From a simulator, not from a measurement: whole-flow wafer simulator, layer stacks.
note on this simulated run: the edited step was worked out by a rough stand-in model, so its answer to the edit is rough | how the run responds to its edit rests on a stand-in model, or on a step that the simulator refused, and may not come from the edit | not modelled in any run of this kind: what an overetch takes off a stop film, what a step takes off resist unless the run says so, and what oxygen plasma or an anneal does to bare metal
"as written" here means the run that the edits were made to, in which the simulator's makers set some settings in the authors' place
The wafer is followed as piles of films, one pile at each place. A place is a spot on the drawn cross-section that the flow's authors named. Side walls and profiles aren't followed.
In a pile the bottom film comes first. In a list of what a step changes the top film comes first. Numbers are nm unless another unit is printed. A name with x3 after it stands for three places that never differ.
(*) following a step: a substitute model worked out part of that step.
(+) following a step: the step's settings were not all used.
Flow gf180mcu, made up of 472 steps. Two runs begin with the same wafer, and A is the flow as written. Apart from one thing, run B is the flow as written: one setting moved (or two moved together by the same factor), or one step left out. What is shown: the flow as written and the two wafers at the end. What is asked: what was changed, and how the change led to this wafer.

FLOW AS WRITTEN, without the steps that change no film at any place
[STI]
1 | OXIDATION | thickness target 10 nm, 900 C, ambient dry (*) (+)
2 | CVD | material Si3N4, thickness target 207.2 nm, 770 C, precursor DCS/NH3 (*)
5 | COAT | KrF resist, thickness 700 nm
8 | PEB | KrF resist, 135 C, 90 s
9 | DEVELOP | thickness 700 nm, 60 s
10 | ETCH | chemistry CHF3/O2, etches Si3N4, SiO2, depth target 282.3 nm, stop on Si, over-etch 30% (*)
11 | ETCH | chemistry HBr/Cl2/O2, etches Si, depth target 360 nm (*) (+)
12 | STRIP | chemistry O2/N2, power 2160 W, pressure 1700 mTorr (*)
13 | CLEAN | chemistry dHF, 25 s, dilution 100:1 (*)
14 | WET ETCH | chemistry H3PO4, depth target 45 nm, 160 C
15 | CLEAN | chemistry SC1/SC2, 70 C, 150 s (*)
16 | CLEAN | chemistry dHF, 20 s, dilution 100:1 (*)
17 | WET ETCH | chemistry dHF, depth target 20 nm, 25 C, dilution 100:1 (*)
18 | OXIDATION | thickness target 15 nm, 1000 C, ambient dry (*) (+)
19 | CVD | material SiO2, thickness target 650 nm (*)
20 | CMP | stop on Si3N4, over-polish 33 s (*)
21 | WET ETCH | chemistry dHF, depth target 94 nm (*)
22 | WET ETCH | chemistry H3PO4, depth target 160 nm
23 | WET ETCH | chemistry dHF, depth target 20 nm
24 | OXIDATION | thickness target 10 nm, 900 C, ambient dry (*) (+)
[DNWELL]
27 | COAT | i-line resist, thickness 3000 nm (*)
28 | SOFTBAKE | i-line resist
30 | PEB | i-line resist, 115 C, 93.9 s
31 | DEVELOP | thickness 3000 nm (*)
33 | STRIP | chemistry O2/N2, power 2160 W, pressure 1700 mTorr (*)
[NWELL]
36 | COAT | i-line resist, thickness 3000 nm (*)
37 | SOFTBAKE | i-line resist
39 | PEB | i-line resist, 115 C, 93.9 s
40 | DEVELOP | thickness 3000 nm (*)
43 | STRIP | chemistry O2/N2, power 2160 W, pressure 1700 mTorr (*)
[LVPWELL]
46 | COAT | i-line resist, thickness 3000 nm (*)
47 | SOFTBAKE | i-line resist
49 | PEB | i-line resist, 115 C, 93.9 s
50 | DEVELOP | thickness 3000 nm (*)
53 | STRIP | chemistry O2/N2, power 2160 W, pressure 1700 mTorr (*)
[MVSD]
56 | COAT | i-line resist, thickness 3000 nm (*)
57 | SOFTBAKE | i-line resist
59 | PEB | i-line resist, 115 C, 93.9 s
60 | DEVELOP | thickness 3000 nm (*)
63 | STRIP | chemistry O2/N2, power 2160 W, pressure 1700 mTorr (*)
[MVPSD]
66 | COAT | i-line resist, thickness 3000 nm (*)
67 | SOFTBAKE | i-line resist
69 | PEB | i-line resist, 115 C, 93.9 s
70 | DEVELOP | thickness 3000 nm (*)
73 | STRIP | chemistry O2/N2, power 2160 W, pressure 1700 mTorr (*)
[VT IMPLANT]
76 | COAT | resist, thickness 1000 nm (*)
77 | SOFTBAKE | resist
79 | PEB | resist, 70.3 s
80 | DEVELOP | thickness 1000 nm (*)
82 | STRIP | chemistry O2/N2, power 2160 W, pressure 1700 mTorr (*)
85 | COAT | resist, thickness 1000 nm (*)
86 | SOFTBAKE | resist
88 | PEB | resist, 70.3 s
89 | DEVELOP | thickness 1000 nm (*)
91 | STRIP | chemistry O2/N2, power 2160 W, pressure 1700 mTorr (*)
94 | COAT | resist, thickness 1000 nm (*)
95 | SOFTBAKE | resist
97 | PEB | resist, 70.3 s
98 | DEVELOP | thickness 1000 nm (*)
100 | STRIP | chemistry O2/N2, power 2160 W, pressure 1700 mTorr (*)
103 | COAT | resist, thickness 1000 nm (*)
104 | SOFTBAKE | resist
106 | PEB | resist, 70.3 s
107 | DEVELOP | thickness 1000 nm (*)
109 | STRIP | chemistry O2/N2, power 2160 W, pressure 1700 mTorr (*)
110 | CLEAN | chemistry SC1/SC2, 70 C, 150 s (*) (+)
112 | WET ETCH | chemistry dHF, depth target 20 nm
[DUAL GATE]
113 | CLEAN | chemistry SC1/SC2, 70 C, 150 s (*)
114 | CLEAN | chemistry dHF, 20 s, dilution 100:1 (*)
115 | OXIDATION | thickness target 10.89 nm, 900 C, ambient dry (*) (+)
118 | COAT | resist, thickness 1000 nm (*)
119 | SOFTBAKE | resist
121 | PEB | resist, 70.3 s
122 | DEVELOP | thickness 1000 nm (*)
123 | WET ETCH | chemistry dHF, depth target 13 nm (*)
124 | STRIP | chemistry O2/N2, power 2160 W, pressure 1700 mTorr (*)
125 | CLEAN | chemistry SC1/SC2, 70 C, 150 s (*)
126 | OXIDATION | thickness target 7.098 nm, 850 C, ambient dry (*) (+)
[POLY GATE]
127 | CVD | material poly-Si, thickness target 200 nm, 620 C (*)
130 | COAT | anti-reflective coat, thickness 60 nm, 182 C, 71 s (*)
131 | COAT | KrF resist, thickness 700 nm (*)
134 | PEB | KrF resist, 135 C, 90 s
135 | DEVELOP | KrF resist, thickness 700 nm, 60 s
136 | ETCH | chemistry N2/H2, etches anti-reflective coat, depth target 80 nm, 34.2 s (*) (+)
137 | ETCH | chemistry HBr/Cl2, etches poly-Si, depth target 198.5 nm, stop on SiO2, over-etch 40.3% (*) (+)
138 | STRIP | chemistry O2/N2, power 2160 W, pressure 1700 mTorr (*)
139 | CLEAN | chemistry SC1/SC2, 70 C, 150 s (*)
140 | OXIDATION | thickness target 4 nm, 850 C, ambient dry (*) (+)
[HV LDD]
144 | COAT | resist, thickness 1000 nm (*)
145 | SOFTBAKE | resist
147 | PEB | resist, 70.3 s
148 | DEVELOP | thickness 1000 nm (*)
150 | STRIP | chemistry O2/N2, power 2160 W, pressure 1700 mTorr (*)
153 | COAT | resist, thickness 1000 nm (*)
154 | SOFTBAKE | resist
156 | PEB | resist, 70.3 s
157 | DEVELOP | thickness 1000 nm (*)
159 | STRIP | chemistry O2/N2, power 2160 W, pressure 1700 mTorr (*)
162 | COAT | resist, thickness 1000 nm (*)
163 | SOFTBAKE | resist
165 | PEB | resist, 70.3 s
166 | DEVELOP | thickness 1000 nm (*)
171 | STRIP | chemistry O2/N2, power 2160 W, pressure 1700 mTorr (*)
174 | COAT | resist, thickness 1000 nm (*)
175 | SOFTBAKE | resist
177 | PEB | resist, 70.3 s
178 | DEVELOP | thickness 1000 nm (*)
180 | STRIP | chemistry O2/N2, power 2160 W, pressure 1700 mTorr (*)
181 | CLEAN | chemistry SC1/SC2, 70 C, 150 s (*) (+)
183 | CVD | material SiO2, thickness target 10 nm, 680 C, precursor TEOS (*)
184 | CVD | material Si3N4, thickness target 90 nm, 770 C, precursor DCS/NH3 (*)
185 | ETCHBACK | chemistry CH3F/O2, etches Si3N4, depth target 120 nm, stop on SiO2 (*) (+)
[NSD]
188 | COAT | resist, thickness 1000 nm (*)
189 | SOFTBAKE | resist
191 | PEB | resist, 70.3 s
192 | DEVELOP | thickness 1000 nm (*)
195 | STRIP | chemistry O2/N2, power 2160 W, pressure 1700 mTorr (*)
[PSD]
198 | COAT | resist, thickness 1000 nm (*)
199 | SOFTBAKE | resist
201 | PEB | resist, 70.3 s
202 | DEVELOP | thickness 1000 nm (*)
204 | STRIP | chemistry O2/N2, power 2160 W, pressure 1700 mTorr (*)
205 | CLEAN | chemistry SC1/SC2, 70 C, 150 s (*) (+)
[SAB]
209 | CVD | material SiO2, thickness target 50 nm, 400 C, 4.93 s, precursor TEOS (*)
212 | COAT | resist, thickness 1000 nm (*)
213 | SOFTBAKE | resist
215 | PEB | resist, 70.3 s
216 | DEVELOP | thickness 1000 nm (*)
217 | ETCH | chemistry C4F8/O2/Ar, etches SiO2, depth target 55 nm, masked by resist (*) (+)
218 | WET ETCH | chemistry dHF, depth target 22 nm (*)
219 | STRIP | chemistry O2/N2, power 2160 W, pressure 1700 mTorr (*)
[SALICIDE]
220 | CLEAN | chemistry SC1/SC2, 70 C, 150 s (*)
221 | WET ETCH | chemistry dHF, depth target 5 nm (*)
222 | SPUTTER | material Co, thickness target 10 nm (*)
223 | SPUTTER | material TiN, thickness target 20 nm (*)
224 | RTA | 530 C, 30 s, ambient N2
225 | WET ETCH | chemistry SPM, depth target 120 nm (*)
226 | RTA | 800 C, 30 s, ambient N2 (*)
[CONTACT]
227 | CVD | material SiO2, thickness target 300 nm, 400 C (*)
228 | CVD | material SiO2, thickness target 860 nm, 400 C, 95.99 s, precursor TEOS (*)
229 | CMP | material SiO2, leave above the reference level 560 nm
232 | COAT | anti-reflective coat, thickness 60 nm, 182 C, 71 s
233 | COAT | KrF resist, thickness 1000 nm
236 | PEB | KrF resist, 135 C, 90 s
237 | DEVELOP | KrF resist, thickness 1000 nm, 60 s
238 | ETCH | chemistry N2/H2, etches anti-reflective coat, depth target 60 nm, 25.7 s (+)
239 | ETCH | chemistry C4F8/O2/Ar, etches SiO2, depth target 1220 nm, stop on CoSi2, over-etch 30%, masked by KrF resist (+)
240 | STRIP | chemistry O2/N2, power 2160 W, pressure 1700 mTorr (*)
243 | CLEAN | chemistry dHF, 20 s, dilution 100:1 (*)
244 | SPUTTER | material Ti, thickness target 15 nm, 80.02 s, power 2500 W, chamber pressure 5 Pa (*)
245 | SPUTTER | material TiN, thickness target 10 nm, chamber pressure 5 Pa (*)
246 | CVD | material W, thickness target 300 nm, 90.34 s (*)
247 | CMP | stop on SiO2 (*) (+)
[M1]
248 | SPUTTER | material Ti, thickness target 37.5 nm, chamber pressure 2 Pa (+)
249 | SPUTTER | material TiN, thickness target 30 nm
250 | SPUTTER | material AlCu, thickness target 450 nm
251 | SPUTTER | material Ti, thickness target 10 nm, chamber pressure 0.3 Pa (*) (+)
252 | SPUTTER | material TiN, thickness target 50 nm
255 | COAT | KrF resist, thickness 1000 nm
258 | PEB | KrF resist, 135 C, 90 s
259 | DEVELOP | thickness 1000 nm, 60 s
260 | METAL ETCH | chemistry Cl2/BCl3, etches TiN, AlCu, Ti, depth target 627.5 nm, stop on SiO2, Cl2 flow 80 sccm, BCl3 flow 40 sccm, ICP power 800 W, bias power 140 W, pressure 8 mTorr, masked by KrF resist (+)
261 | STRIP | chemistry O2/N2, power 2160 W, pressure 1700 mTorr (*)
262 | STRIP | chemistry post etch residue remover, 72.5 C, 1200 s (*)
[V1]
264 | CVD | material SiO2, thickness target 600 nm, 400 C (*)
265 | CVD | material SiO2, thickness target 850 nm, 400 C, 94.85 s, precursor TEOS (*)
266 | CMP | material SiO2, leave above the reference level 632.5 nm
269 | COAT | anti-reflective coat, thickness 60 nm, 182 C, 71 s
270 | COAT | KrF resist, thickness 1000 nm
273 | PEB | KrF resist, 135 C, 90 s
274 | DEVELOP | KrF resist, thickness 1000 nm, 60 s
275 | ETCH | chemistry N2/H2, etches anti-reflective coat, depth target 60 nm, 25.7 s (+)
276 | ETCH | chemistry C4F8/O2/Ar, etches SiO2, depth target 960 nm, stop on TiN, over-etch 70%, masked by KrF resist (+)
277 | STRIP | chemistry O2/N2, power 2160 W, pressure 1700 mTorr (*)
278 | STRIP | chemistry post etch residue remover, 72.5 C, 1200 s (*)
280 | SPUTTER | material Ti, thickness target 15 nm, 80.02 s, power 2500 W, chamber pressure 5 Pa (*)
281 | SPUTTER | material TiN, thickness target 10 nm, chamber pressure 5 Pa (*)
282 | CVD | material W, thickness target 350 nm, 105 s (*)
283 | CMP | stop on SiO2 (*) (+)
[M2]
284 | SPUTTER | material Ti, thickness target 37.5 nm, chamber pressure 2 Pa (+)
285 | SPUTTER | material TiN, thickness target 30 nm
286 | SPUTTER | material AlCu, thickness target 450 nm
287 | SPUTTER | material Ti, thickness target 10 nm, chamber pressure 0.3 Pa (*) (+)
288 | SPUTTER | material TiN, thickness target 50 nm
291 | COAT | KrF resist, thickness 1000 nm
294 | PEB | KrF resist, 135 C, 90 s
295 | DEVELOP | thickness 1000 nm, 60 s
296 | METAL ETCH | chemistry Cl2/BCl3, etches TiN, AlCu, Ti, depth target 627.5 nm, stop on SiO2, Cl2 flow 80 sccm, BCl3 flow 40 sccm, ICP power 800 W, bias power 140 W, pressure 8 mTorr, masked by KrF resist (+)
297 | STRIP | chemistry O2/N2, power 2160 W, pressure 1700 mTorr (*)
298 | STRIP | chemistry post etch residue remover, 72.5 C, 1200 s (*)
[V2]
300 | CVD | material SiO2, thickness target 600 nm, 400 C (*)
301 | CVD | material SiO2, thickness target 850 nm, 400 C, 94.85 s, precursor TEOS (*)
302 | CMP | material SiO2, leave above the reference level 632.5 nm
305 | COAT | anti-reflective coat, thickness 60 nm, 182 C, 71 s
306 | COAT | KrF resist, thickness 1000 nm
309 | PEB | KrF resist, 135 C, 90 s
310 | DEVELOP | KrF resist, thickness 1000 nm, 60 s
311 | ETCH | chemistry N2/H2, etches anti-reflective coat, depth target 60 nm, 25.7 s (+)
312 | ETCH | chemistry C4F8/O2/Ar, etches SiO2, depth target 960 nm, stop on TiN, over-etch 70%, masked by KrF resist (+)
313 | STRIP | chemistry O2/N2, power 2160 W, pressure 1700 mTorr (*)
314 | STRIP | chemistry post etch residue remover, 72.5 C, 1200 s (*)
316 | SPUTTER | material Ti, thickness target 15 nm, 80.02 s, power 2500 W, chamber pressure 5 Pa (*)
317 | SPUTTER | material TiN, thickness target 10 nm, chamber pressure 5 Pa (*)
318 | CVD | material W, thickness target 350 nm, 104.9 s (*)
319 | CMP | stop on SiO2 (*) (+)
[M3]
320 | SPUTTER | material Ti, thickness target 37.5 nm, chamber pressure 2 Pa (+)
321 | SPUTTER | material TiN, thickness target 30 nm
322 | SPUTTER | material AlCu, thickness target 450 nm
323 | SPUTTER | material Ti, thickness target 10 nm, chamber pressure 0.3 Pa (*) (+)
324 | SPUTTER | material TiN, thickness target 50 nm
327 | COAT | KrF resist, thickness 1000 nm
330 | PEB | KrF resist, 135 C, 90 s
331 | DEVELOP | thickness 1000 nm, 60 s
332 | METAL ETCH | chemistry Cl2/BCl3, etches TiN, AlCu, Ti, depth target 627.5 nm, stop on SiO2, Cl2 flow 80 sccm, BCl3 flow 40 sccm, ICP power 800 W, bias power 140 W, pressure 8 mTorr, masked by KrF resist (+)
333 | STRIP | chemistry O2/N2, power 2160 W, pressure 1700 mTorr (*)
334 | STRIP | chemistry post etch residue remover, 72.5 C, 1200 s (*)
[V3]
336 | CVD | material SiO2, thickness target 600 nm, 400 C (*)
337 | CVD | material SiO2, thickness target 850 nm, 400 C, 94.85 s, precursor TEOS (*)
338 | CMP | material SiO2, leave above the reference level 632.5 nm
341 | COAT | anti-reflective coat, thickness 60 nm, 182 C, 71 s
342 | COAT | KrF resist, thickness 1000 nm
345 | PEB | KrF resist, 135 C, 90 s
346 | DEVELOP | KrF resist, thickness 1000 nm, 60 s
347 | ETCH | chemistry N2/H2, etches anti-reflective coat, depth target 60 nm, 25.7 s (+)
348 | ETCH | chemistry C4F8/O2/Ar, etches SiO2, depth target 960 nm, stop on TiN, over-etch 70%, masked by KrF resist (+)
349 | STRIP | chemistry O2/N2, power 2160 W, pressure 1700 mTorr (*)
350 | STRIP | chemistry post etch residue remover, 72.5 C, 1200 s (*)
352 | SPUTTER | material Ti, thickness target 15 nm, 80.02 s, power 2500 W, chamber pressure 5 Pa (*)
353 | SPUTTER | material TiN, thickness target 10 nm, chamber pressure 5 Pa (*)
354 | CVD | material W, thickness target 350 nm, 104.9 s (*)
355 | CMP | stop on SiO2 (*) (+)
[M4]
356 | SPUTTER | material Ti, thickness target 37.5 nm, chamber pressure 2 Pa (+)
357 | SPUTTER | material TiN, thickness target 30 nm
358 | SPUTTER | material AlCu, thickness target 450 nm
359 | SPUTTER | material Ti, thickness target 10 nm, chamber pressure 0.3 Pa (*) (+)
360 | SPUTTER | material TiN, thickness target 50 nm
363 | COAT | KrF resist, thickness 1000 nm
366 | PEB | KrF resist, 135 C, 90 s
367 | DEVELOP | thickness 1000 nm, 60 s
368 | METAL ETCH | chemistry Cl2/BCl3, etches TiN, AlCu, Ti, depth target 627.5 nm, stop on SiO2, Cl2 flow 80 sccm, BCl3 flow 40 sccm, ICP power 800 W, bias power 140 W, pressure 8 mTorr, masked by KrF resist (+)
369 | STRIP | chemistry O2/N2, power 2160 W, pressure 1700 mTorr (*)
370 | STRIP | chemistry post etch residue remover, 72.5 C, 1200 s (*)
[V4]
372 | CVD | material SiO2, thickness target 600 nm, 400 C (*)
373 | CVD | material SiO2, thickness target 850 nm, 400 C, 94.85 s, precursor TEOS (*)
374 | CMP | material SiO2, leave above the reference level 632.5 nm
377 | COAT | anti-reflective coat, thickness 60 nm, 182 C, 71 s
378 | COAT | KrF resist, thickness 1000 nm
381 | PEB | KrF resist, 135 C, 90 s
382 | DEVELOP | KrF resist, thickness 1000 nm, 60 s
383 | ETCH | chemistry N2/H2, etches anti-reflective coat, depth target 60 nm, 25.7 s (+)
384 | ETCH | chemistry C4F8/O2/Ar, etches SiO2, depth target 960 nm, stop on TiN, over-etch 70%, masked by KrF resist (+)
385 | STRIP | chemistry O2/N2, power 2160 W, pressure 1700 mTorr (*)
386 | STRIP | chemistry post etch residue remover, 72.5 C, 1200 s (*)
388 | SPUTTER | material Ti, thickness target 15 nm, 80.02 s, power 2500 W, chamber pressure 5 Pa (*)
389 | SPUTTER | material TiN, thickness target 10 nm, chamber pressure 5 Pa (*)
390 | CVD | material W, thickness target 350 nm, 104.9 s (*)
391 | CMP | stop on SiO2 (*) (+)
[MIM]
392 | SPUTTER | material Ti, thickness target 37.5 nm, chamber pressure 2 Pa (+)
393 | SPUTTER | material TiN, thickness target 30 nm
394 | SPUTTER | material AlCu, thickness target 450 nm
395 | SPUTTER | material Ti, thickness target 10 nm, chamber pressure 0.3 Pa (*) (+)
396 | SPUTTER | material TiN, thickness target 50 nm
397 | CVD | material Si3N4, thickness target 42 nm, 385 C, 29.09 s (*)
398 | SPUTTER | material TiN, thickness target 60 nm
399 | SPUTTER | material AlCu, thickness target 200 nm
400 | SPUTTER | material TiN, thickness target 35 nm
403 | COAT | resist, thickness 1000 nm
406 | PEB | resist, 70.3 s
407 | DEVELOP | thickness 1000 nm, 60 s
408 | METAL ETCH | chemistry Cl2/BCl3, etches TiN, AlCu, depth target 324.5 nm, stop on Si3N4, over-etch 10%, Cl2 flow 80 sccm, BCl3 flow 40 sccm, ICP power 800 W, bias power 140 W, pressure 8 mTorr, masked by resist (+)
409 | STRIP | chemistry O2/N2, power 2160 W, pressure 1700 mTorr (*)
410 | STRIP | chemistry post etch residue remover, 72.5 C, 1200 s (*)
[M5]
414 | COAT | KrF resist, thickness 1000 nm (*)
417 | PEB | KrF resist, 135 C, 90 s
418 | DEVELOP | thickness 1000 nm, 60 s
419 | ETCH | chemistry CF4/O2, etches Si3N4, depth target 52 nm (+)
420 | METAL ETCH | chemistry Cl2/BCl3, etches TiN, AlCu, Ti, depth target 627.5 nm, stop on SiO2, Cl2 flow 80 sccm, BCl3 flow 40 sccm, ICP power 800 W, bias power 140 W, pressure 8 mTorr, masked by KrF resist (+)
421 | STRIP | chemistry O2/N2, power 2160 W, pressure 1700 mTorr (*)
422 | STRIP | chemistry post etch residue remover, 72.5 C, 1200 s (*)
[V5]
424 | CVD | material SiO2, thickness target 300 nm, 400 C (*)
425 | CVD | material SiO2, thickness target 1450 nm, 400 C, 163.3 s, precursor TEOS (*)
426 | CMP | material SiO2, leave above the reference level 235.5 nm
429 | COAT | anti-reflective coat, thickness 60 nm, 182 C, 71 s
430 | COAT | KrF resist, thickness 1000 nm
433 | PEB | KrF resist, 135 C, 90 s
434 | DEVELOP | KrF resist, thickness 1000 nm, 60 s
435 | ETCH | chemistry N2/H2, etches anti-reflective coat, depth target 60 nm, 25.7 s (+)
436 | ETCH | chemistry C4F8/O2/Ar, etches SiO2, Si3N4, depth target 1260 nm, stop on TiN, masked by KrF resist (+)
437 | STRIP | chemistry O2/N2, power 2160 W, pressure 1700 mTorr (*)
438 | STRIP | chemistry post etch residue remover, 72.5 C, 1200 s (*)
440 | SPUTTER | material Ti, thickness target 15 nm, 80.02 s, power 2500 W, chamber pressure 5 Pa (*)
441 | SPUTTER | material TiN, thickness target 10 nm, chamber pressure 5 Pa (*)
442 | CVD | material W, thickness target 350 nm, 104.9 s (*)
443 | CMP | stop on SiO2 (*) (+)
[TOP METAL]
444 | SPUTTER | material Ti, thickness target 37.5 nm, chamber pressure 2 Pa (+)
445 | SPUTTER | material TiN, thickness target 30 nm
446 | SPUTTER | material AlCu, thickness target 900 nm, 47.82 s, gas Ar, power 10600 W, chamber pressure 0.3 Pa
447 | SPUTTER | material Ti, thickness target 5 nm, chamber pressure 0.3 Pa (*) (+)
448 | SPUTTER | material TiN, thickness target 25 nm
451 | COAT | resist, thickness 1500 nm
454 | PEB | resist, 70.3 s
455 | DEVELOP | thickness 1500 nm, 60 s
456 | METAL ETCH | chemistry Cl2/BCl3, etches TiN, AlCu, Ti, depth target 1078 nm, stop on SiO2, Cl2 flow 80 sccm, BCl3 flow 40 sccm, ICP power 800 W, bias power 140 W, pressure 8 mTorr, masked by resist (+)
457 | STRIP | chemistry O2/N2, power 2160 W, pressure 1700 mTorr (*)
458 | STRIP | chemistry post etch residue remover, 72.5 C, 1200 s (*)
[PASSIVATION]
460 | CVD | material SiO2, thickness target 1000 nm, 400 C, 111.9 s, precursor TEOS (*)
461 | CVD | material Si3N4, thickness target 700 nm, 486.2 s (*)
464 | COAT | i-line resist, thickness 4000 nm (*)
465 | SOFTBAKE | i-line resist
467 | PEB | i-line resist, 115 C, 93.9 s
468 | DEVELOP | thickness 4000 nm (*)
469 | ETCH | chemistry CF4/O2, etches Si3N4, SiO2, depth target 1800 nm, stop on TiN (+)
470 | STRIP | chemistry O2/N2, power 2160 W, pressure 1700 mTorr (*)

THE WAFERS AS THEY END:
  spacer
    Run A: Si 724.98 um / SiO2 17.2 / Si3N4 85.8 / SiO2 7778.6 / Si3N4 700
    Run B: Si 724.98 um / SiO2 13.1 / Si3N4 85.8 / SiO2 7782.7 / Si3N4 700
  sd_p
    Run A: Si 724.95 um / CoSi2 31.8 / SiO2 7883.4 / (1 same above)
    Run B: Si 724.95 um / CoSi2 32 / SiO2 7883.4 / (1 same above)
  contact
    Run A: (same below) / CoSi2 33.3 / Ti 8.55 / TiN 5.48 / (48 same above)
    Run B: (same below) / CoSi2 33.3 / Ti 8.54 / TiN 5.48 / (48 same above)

The reason: step 183, CVD: thickness target 5.9 nm was run, while the flow as written has thickness target 10 nm.

How this came from the change, step by step:
  183 | CVD | material SiO2, thickness target 10 nm, 680 C, precursor TEOS (*)
      field, field__w1, field__w2 and 99 more: A SiO2 gains 10 | B SiO2 gains 5.9
      ld_drift_p: A SiO2 gains 9.87 | B SiO2 gains 5.82
      (as well as at 1 more place)
  189 | SOFTBAKE | resist
      field: A resist gains 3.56 | B resist loses 0.36
      active_hv: A resist gains 2.68 | B resist loses 0.53
      (as well as at 3 more places)
  199 | SOFTBAKE | resist
      field: A resist gains 3.56 | B resist loses 0.36
      active_hv: A resist gains 2.68 | B resist loses 0.53
      (as well as at 3 more places)
  218 | WET ETCH | chemistry dHF, depth target 22 nm (*)
      gate, gate_hv, gate_p and 23 more: A SiO2 loses 5.48 (all of it) | B SiO2 loses 1.38 (all of it)
      active, p_well, sd_n, iso_ptap_pw, iso_ntap_nw, iso_ptap_sub, vpnp_e: A SiO2 loses 9.01 (all of it) | B SiO2 loses 4.91 (all of it)
      (as well as at 16 more places)
  229 | CMP | material SiO2, leave above the reference level 560 nm
      field__w3: A SiO2 loses 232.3 | B SiO2 loses 227.2
      field__w12: A SiO2 loses 232.1 | B SiO2 loses 227.1
      (as well as at 1 more place)
